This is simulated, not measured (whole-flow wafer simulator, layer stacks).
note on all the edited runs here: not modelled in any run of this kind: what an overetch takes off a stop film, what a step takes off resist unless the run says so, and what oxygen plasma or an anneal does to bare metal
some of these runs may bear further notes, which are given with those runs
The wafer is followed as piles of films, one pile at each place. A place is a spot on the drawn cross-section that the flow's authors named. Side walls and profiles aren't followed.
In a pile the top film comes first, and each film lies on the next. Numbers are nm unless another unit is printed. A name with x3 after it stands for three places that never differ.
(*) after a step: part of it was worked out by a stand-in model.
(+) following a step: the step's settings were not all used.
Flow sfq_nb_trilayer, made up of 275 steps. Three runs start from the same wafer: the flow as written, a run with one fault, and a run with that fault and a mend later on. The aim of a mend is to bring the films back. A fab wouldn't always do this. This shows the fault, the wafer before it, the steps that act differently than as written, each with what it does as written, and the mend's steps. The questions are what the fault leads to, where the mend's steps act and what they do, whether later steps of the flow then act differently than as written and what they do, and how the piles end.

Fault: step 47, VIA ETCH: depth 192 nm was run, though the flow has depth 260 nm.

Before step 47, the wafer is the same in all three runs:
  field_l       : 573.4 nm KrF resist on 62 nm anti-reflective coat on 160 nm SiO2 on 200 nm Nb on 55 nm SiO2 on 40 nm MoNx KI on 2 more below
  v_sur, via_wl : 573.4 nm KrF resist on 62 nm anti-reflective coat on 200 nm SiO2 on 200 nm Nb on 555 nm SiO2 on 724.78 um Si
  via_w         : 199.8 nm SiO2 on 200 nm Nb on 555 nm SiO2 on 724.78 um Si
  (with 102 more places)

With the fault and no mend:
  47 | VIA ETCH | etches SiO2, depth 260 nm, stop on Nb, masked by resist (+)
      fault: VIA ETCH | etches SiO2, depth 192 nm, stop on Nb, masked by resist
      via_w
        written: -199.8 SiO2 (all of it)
        fault: -192 SiO2
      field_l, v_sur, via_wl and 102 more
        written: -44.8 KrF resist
        fault: -33.1 KrF resist
  Steps later in the flow that act otherwise than as written (not shown: 5 more steps that differ only slightly, by at most 2% or 0.5 nm, whichever is larger):
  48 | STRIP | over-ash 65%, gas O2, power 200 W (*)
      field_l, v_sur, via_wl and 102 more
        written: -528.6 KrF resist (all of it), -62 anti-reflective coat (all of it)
        fault: -540.3 KrF resist (all of it), -62 anti-reflective coat (all of it)
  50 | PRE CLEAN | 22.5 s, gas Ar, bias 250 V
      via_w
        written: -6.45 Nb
        fault: -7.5 SiO2
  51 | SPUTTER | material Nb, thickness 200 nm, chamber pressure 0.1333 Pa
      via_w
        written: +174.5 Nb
        fault: +175.9 Nb (new film)
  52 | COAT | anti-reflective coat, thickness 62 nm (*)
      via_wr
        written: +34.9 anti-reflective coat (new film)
        fault: +34.1 anti-reflective coat (new film)
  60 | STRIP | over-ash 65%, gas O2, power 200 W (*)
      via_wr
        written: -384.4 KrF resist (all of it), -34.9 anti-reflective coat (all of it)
        fault: -386 KrF resist (all of it), -34.1 anti-reflective coat (all of it)
  At via_w, the piles at the end differ from the flow's by more than 2% or 0.5 nm, whichever is larger.
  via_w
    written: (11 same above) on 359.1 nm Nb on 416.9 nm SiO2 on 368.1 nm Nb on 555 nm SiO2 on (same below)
    fault: (11 same above) on 359.1 nm Nb on 408.7 nm SiO2 on 175.9 nm Nb on 0.34 nm SiO2 on 200 nm Nb on 555 nm SiO2 on (same below)

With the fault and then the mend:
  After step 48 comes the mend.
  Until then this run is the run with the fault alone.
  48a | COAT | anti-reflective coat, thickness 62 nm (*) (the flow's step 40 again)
      p4_fl x3, p4_w1 x9, p4_g1 x2 and 63 more
        +62 anti-reflective coat (new film)
      r_sur, res, r_end and 9 more
        +61.8 anti-reflective coat (new film)
      jj_sur, ce_l, c5j, ce_r, sp_r, be_r
        +61.7 anti-reflective coat (new film)
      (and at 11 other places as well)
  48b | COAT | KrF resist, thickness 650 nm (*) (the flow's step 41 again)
      p4_fl x3, p4_w1 x9, p4_g1 x2 and 63 more
        +650 KrF resist (new film)
      moat, field_r, lsp_l, ln_m5, lsp_m, ln_m6, lsp_r, l0_sur
        +649.5 KrF resist (new film)
      r_sur, res, r_end, l0v
        +649.4 KrF resist (new film)
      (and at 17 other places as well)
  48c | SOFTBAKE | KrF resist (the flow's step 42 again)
      does not change any film at any place that is followed
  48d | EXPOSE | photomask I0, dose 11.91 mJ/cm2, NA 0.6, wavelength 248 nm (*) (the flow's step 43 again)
      does not change any film at any place that is followed
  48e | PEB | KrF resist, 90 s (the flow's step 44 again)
      jj_sur, ce_l, c5j and 92 more
        -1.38 KrF resist
      via_v, wire, be, be_sur, gap
        -1.37 KrF resist
      v_sur, via_sp
        -1.35 KrF resist
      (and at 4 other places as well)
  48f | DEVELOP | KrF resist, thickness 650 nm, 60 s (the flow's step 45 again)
      field_l, v_sur, via_wl and 102 more
        -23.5 KrF resist
      via_w
        -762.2 KrF resist (all of it)
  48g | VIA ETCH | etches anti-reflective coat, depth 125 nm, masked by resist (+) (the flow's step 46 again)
      field_l, v_sur, via_wl and 102 more
        -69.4 KrF resist
      via_w
        -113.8 anti-reflective coat (all of it), -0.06 SiO2
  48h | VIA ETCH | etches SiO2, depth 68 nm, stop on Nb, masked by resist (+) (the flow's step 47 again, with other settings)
      field_l, v_sur, via_wl and 102 more
        -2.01 KrF resist
      via_w
        -7.79 SiO2 (all of it)
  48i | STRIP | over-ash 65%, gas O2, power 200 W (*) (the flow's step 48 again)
      p4_fl x3, p4_w1 x9, p4_g1 x2 and 63 more
        -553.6 KrF resist (all of it), -62 anti-reflective coat (all of it)
      res, r_end, moat, field_r, lsp_l, l0_sur
        -553.1 KrF resist (all of it), -61.8 anti-reflective coat (all of it)
      ln_m5, lsp_m, ln_m6, lsp_r
        -553.2 KrF resist (all of it), -61.8 anti-reflective coat (all of it)
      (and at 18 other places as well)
  Later steps of the flow that are run all act as written at every place that is followed, up to a difference of at most 2% or 0.5 nm, whichever is larger.
  The piles end only slightly different from the flow's at the places that both follow, by no more than 2% or 0.5 nm, whichever is larger.
